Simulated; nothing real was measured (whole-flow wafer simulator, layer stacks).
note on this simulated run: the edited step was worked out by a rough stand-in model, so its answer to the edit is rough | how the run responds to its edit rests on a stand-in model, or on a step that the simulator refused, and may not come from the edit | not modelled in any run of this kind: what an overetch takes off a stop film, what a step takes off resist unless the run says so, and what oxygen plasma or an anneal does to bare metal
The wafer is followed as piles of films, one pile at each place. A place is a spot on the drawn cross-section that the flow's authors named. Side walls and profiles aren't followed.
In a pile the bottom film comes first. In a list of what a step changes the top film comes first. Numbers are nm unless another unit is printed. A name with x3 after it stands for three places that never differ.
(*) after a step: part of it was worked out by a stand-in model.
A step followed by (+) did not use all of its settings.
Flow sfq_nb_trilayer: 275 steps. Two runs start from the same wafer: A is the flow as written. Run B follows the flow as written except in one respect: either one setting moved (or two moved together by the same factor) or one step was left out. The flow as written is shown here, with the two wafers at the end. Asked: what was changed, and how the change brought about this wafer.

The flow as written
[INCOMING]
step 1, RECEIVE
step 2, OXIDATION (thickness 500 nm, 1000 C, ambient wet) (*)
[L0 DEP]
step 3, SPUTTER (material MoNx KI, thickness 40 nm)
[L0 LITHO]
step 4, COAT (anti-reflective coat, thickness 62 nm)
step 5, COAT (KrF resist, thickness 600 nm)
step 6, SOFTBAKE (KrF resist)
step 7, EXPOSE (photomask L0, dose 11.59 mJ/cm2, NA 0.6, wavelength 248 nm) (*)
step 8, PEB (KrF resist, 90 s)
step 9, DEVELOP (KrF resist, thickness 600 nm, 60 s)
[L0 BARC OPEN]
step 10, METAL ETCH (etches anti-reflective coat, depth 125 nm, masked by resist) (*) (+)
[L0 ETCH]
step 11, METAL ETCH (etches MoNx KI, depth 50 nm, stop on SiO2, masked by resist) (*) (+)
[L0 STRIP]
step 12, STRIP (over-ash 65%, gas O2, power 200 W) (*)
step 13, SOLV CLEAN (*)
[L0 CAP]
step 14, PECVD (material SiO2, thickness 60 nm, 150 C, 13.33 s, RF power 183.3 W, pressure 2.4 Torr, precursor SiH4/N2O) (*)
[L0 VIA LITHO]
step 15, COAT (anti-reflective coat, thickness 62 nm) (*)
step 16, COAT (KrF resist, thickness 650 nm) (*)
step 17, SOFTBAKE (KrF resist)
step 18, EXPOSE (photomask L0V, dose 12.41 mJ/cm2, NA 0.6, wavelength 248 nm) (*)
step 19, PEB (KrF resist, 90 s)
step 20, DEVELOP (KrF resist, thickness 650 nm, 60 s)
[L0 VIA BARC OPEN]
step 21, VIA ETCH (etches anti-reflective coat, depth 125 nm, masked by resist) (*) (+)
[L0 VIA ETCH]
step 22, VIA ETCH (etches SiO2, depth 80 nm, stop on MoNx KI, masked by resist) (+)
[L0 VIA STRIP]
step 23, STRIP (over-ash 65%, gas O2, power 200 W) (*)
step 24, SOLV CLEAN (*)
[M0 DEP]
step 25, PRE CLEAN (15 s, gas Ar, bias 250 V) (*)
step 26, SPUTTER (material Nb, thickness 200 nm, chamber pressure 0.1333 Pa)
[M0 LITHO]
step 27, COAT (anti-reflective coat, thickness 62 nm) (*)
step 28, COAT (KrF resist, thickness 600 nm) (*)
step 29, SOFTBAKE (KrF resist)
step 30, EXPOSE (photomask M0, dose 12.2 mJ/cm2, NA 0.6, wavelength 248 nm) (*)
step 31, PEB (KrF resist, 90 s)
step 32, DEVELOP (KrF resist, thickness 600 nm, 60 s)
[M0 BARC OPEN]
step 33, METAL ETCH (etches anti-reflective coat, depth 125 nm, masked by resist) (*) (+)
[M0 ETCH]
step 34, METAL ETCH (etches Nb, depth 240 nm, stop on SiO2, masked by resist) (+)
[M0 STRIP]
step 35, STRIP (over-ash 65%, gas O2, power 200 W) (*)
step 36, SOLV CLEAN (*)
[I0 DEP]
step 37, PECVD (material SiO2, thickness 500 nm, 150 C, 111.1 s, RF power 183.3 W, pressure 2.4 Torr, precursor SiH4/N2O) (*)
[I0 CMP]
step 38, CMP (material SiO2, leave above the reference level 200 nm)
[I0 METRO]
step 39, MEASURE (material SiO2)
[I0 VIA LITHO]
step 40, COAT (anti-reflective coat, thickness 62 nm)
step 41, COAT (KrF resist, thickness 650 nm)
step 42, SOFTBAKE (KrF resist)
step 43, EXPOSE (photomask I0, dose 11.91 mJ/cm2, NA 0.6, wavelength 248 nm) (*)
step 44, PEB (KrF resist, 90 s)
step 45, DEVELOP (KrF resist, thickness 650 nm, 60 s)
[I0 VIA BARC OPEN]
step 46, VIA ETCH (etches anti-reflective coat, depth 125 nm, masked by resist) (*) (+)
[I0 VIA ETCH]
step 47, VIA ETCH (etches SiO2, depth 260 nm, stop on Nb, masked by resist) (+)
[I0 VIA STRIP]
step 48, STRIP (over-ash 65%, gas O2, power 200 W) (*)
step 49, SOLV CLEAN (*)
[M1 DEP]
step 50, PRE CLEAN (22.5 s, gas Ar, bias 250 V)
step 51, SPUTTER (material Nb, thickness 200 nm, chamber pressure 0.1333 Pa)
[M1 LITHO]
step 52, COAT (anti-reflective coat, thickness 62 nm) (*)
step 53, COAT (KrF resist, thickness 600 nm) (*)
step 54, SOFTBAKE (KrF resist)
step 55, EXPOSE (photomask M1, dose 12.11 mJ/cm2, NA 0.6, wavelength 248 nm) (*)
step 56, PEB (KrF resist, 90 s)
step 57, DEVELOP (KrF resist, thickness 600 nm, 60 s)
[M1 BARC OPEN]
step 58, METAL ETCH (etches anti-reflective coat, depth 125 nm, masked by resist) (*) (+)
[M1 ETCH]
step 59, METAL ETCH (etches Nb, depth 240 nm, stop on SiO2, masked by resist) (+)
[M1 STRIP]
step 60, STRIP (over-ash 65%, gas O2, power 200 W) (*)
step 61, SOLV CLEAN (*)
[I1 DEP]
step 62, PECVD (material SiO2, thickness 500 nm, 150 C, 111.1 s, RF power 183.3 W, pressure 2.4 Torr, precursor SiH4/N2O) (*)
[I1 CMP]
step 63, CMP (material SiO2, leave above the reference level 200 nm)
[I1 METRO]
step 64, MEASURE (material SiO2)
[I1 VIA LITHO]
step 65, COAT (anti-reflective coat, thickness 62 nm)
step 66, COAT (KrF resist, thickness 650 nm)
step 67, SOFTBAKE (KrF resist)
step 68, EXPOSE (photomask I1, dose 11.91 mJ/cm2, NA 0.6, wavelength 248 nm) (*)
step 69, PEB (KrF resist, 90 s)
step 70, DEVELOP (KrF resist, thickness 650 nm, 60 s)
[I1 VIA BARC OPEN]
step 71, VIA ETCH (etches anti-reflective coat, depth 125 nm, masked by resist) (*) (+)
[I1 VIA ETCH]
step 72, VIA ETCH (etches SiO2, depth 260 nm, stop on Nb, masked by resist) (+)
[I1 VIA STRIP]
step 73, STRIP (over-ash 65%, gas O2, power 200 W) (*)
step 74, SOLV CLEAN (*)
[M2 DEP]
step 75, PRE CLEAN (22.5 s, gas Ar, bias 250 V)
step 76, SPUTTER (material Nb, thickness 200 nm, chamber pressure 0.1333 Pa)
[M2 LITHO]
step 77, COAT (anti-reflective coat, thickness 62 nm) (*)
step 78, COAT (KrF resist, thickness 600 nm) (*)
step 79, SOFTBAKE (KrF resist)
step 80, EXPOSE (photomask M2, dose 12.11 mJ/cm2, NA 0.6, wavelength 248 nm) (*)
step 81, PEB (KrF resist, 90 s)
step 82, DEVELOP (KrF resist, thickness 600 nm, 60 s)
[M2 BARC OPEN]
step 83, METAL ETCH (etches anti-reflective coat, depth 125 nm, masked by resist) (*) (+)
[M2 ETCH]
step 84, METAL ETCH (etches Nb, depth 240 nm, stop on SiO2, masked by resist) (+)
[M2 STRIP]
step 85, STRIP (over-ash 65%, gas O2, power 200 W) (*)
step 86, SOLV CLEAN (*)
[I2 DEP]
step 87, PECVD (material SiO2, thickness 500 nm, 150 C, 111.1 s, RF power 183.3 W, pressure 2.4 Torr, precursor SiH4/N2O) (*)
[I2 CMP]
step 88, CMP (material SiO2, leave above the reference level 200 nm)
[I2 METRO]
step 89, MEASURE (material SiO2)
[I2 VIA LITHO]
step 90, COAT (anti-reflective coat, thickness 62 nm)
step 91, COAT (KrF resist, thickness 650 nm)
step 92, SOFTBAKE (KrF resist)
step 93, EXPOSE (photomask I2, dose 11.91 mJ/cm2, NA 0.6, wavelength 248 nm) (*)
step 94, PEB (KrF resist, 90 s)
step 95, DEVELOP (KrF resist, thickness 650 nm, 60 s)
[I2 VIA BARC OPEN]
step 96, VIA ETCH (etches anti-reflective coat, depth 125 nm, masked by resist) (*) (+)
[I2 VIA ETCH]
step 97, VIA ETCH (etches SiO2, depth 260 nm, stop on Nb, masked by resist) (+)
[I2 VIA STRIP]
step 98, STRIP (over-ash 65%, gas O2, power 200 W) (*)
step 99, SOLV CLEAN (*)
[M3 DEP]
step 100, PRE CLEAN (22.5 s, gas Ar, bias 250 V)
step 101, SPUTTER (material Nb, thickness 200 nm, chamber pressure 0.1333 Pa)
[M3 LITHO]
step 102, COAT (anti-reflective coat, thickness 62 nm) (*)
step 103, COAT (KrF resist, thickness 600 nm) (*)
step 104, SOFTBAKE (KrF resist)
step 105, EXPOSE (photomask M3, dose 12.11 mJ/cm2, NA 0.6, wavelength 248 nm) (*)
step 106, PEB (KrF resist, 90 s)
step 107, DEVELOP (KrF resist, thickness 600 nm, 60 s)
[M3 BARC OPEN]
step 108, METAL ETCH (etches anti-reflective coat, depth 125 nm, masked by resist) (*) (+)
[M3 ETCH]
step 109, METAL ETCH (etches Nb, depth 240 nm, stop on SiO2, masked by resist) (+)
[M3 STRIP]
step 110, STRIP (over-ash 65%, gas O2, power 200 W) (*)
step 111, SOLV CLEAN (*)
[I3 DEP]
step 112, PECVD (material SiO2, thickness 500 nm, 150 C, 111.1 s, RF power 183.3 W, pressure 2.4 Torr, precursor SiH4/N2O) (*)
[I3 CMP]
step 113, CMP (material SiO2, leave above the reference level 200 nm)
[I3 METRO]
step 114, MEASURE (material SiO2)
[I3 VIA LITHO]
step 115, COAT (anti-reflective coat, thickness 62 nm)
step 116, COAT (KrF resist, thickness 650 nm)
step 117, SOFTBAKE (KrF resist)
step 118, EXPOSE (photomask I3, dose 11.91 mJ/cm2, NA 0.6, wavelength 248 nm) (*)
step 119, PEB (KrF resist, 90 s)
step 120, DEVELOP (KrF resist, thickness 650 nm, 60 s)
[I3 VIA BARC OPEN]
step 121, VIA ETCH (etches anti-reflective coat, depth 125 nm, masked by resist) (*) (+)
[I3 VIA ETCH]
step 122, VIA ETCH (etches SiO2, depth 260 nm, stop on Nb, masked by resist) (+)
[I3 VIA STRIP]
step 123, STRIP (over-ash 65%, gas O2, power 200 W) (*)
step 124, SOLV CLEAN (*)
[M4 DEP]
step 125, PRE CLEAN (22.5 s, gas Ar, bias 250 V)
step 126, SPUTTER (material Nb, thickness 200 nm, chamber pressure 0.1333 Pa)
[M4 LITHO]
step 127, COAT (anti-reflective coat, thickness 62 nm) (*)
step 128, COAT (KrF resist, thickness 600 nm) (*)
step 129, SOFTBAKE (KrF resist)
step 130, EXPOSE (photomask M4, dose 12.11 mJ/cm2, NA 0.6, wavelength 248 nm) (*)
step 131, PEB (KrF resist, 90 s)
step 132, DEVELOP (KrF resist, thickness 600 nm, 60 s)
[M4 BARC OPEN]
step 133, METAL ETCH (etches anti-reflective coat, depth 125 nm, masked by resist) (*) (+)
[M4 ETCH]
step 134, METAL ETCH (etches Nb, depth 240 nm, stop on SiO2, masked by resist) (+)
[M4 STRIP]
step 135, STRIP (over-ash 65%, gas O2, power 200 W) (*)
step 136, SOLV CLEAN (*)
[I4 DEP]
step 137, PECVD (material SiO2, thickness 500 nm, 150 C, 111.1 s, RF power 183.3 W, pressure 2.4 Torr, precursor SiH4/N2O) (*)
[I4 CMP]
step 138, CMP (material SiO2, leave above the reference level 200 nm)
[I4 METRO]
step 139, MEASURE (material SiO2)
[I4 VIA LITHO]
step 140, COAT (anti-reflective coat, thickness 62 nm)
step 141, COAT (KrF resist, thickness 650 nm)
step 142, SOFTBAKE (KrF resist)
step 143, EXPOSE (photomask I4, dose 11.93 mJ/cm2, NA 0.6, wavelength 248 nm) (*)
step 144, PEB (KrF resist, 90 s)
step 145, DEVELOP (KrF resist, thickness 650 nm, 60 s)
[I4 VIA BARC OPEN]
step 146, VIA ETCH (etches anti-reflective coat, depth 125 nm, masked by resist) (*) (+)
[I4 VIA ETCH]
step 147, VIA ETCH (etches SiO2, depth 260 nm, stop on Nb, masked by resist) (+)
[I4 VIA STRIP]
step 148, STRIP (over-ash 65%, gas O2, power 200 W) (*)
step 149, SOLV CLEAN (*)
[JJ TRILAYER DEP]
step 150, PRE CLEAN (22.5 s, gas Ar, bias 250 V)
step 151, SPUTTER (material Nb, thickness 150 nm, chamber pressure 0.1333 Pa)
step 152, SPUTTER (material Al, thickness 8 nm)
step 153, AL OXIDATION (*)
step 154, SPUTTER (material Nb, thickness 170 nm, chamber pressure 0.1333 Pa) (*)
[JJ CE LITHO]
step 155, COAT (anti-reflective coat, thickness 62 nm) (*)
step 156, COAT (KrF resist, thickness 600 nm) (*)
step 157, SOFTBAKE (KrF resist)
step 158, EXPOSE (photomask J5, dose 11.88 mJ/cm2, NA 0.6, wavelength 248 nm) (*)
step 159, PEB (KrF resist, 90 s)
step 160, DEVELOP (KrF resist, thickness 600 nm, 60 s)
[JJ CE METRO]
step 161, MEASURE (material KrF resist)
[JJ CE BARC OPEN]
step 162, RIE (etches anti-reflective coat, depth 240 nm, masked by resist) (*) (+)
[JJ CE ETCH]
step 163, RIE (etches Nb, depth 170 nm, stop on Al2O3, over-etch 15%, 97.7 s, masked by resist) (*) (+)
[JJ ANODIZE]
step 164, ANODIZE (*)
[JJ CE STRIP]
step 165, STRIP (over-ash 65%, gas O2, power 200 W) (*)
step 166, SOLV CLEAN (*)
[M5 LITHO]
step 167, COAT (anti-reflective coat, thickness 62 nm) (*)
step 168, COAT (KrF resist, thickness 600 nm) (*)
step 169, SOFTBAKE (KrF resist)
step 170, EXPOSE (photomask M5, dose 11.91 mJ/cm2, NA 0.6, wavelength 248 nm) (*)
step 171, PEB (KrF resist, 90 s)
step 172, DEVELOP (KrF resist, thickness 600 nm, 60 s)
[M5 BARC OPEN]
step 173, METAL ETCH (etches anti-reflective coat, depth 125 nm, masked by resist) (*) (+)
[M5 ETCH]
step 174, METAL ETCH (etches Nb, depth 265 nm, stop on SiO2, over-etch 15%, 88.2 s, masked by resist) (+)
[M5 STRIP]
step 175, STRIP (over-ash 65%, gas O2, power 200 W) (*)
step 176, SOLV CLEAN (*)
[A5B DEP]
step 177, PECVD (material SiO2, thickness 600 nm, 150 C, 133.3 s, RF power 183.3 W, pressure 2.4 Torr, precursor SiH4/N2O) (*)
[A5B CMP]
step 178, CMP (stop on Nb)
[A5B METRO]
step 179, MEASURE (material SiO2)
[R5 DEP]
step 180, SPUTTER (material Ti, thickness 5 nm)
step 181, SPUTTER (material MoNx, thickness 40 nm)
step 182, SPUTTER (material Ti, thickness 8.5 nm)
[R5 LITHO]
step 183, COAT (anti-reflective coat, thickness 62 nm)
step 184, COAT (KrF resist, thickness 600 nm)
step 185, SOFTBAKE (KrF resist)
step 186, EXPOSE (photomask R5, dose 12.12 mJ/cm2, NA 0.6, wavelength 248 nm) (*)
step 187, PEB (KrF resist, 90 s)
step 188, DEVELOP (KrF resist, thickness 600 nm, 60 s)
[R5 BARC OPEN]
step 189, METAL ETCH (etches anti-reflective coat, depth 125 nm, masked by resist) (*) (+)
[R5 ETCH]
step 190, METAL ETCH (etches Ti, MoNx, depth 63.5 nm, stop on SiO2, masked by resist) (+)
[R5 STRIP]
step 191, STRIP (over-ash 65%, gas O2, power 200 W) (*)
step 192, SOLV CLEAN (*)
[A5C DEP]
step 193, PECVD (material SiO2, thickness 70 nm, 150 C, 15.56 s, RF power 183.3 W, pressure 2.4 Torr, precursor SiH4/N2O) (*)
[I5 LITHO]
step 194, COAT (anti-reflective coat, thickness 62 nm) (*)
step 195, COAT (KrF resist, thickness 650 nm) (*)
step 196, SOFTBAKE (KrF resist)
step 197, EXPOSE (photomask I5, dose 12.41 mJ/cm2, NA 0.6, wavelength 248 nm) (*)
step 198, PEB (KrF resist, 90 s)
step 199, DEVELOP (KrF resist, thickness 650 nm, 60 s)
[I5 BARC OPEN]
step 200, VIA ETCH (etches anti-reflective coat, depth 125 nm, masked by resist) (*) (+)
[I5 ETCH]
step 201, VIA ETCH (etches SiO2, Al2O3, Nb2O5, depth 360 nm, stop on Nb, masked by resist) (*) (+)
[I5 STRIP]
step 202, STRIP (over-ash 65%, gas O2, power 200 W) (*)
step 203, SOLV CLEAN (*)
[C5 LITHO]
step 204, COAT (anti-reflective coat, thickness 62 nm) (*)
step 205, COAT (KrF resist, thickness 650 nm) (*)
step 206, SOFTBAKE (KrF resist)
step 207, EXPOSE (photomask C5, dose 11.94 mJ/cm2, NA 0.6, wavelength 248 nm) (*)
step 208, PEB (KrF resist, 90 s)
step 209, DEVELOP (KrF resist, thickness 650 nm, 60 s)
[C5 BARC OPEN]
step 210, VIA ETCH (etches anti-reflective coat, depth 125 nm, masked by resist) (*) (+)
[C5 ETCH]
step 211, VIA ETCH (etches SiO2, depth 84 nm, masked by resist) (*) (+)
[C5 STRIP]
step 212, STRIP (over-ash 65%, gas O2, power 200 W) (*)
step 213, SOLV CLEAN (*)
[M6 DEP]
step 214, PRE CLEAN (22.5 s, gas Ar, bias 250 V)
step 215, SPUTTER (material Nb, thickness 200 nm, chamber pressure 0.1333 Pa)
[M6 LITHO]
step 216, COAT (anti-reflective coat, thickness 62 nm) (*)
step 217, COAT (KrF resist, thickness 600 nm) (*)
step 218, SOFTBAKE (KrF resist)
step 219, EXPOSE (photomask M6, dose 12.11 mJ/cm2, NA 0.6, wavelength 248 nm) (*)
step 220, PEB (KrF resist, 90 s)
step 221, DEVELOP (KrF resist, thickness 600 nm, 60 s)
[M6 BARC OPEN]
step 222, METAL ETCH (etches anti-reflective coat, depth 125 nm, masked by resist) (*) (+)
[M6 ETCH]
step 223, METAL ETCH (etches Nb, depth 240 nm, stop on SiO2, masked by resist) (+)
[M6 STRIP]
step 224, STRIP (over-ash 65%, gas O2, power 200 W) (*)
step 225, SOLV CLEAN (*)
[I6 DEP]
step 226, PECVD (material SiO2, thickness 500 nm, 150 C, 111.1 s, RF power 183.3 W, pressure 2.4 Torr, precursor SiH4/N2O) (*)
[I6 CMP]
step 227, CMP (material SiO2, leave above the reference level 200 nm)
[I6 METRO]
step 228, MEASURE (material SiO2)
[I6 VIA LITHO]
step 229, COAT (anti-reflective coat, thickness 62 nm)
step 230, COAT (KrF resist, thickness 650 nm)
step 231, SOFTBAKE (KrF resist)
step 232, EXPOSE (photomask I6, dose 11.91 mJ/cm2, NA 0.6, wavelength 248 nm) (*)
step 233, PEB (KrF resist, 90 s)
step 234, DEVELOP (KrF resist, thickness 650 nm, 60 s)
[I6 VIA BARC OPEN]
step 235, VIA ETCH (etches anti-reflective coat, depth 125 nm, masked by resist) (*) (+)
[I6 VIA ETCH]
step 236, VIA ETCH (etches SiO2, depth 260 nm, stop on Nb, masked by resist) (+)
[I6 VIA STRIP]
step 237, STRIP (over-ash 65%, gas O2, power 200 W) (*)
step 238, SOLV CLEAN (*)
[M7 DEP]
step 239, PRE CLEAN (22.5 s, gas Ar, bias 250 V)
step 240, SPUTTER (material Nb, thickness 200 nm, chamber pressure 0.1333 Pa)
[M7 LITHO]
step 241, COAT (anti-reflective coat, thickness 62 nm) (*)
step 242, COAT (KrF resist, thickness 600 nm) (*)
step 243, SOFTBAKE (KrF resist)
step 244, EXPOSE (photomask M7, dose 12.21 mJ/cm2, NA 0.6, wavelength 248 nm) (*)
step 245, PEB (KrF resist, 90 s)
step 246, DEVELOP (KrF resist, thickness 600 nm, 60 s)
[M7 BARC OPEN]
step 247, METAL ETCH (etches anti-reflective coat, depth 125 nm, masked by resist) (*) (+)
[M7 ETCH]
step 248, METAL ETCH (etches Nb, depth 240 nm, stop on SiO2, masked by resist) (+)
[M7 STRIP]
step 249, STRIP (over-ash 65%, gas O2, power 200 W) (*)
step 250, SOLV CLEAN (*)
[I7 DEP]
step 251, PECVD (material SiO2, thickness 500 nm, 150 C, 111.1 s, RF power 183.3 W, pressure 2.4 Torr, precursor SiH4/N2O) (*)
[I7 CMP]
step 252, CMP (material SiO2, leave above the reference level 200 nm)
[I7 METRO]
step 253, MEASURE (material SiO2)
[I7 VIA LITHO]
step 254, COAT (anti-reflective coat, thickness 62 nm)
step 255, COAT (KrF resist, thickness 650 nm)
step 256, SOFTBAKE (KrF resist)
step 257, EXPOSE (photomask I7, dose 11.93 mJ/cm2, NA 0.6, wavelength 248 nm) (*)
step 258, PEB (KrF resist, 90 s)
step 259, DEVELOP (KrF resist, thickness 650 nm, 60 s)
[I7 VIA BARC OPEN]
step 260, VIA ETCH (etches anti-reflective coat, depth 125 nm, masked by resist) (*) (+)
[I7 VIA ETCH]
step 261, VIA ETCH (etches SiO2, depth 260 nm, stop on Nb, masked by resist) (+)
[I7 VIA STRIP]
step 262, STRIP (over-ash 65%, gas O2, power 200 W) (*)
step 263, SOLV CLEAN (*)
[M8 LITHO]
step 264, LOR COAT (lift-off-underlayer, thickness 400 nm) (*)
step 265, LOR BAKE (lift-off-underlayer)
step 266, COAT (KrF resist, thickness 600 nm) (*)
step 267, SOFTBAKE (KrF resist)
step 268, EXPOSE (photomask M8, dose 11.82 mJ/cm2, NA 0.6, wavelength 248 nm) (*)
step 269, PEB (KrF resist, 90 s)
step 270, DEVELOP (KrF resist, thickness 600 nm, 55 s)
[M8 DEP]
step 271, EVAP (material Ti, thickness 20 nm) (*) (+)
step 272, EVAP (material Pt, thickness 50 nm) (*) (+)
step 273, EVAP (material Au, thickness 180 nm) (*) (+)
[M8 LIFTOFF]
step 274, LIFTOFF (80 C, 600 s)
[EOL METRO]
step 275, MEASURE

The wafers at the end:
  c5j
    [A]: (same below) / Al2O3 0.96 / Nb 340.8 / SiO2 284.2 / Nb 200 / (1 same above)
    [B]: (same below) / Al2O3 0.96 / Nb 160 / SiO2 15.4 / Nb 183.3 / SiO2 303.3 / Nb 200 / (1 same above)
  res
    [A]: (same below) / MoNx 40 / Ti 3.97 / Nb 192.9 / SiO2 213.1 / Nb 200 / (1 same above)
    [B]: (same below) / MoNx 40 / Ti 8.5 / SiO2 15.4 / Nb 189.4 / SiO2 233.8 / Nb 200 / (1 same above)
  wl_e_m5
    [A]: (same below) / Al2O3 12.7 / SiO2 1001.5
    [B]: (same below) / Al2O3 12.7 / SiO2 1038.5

The reason: step 193, PECVD: thickness 107 nm was run, while the flow as written has thickness 70 nm; step 193, PECVD: 23.72 s was run, where the flow has 15.56 s.

The path from the change to this, step by step:
  step 193, PECVD (material SiO2, thickness 70 nm, 150 C, 15.56 s, RF power 183.3 W, pressure 2.4 Torr, precursor SiH4/N2O) (*)
      field_l, v_sur, via_wl and 92 more: A SiO2 gains 70 | B SiO2 gains 107
      ce_l, c5j, ce_r and 8 more: A SiO2 gains 70 (new film) | B SiO2 gains 107 (new film)
  step 201, VIA ETCH (etches SiO2, Al2O3, Nb2O5, depth 360 nm, stop on Nb, masked by resist) (*) (+)
      be: A SiO2 loses 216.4 (all of it), Al2O3 loses 12.7 (all of it), Nb2O5 loses 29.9 (all of it) | B SiO2 loses 253.4 (all of it), Al2O3 loses 12.7 (all of it), Nb2O5 loses 29.9 (all of it)
  step 204, COAT (anti-reflective coat, thickness 62 nm) (*)
      wire: A anti-reflective coat gains 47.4 (new film) | B anti-reflective coat gains 46.2 (new film)
      be: A anti-reflective coat gains 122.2 (new film) | B anti-reflective coat gains 127.7 (new film)
      (also at 1 further place)
  step 205, COAT (KrF resist, thickness 650 nm) (*)
      be: A KrF resist gains 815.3 (new film) | B KrF resist gains 841.7 (new film)
  step 211, VIA ETCH (etches SiO2, depth 84 nm, masked by resist) (*) (+)
      c5j: A SiO2 loses 69.9 (all of it), Nb loses 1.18 | B SiO2 loses 84
      res: A SiO2 loses 69.9 (all of it) | B SiO2 loses 84
  step 212, STRIP (over-ash 65%, gas O2, power 200 W) (*)
      wire: A KrF resist loses 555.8 (all of it), anti-reflective coat loses 47.4 (all of it) | B KrF resist loses 553.8 (all of it), anti-reflective coat loses 46.2 (all of it)
      be: A KrF resist loses 728.2 (all of it), anti-reflective coat loses 122.2 (all of it) | B KrF resist loses 754.6 (all of it), anti-reflective coat loses 127.7 (all of it)
      (also at 1 further place)
  step 214, PRE CLEAN (22.5 s, gas Ar, bias 250 V)
      c5j: A Nb loses 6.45 | B SiO2 loses 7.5
      res: A Ti loses 4.53 | B SiO2 loses 7.5
  step 215, SPUTTER (material Nb, thickness 200 nm, chamber pressure 0.1333 Pa)
      c5j: A Nb gains 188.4 | B Nb gains 183.3 (new film)
      be: A Nb gains 147.3 | B Nb gains 139.2
  step 216, COAT (anti-reflective coat, thickness 62 nm) (*)
      wire: A anti-reflective coat gains 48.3 (new film) | B anti-reflective coat gains 47.1 (new film)
      be: A anti-reflective coat gains 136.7 (new film) | B anti-reflective coat gains 143.3 (new film)
      (also at 6 further places)
  step 217, COAT (KrF resist, thickness 600 nm) (*)
      be: A KrF resist gains 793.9 (new film) | B KrF resist gains 832.9 (new film)
  step 224, STRIP (over-ash 65%, gas O2, power 200 W) (*)
      wire: A KrF resist loses 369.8 (all of it), anti-reflective coat loses 48.3 (all of it) | B KrF resist loses 371 (all of it), anti-reflective coat loses 47.1 (all of it)
      be: A KrF resist loses 575.8 (all of it), anti-reflective coat loses 136.7 (all of it) | B KrF resist loses 614.7 (all of it), anti-reflective coat loses 143.3 (all of it)
      (also at 6 further places)
  step 226, PECVD (material SiO2, thickness 500 nm, 150 C, 111.1 s, RF power 183.3 W, pressure 2.4 Torr, precursor SiH4/N2O) (*)
      be: A SiO2 gains 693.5 (new film) | B SiO2 gains 291.8 (new film), void gains 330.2 (new film), SiO2 gains 233.9 (new film)
      c5j: A SiO2 gains 514.7 (new film) | B SiO2 gains 533.8 (new film)
  step 227, CMP (material SiO2, leave above the reference level 200 nm)
      be: A SiO2 loses 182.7 | B SiO2 loses 291.8 (all of it), void loses 330.2 (all of it)
      res: A SiO2 loses 279.4 | B SiO2 loses 258.7
  step 229, COAT (anti-reflective coat, thickness 62 nm)
      via_v, jj_sur: A anti-reflective coat gains 62 (new film) | B anti-reflective coat gains 60.2 (new film)
      via_sp: A anti-reflective coat gains 62 (new film) | B anti-reflective coat gains 60.6 (new film)
      (also at 6 further places)
  step 230, COAT (KrF resist, thickness 650 nm)
      be: A KrF resist gains 650 (new film) | B KrF resist gains 859.6 (new film)
      gap: A KrF resist gains 650 (new film) | B KrF resist gains 636.1 (new film)
  step 233, PEB (KrF resist, 90 s)
      be: A KrF resist loses 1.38 | B KrF resist loses 1.91
  ... another 15 steps ...
  step 274, LIFTOFF (80 C, 600 s)
      be: A Au loses 180 (all of it), Pt loses 50 (all of it), Ti loses 20 (all of it), KrF resist loses 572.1 (all of it), lift-off-underlayer loses 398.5 (all of it) | B Au loses 180 (all of it), Pt loses 50 (all of it), Ti loses 20 (all of it), KrF resist loses 600.5 (all of it), lift-off-underlayer loses 598.3 (all of it)
      be_sur: A Au loses 180 (all of it), Pt loses 50 (all of it), Ti loses 20 (all of it), KrF resist loses 572.6 (all of it), lift-off-underlayer loses 398.9 (all of it) | B Au loses 180 (all of it), Pt loses 50 (all of it), Ti loses 20 (all of it), KrF resist loses 582.7 (all of it), lift-off-underlayer loses 376.4 (all of it)
Taking metal films that touch as one body, c5j has 5 bodies (between them, from the top down: SiO2 303.3; SiO2 15.4; Al2O3 0.96; SiO2 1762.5); the flow as written gives 4 bodies (between them, from the top down: SiO2 284.2; Al2O3 0.96; SiO2 1762.5).
Taking metal films that touch as one body, res has 4 bodies (between them, from the top down: SiO2 233.8; SiO2 15.4; SiO2 2090.9); the flow as written gives 3 bodies (between them, from the top down: SiO2 213.1; SiO2 2090.9).
